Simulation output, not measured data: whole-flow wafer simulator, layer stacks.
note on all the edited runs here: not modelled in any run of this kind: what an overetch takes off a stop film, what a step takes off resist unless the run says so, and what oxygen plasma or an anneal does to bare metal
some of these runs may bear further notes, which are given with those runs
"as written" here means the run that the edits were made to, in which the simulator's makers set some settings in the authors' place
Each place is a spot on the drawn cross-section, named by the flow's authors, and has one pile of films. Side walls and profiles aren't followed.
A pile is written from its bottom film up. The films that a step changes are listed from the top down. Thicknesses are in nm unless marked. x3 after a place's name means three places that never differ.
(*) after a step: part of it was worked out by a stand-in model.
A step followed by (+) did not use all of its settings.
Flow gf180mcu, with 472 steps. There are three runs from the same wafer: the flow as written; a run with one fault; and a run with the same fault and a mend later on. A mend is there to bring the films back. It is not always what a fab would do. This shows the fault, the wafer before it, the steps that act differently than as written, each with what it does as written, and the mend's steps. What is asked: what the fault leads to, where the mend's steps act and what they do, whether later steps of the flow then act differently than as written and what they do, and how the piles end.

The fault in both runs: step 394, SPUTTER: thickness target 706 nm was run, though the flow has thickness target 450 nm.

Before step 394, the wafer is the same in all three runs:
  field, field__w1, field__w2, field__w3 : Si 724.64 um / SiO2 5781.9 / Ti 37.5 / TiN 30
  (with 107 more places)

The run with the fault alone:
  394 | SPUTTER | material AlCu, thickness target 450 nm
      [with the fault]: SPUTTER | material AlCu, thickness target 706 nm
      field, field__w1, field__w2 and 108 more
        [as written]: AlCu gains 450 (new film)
        [with the fault]: AlCu gains 706 (new film)
  Later steps of the flow acting differently than as written (1 more step, not shown, differs only slightly: by at most 2% or 0.5 nm, whichever is larger):
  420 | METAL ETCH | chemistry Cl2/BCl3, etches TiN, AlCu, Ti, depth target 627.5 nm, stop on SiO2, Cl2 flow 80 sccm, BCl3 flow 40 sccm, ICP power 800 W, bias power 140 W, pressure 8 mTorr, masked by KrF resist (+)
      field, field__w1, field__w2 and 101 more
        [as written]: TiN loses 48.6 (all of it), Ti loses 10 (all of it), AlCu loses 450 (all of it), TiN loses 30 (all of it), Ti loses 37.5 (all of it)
        [with the fault]: TiN loses 48.6 (all of it), Ti loses 10 (all of it), AlCu loses 568.9
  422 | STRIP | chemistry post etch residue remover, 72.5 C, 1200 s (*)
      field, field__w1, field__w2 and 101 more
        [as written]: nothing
        [with the fault]: AlCu loses 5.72
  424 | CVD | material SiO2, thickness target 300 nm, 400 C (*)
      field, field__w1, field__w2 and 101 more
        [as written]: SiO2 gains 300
        [with the fault]: SiO2 gains 300 (new film)
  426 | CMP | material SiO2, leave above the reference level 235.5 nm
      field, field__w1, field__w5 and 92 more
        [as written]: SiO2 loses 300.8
        [with the fault]: SiO2 loses 243.7
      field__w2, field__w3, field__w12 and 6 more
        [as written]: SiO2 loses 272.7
        [with the fault]: SiO2 loses 212.9
  By the end, the piles at field, field__w1, field__w2 and 109 more depart from the flow's by more than 2% or 0.5 nm, whichever is larger.
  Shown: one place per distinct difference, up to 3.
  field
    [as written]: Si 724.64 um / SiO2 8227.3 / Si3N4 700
    [with the fault]: Si 724.64 um / SiO2 5781.9 / Ti 37.5 / TiN 30 / AlCu 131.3 / SiO2 2502.5 / Si3N4 700
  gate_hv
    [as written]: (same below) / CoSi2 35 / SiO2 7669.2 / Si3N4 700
    [with the fault]: (same below) / CoSi2 35 / SiO2 5223.8 / Ti 37.5 / TiN 30 / AlCu 131.3 / SiO2 2502.5 / Si3N4 700
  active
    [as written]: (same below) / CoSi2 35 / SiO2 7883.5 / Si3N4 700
    [with the fault]: (same below) / CoSi2 35 / SiO2 5438.1 / Ti 37.5 / TiN 30 / AlCu 131.3 / SiO2 2502.5 / Si3N4 700

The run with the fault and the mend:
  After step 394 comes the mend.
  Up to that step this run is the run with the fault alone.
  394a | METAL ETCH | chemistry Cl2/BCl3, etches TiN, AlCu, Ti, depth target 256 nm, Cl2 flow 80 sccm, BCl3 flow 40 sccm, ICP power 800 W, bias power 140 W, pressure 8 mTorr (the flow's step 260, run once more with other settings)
      field, field__w1, field__w2 and 108 more
        AlCu loses 256
  Every later step of the flow that is run acts as written at every place that is followed.
  By the end, the piles equal the flow's at every place that both follow.
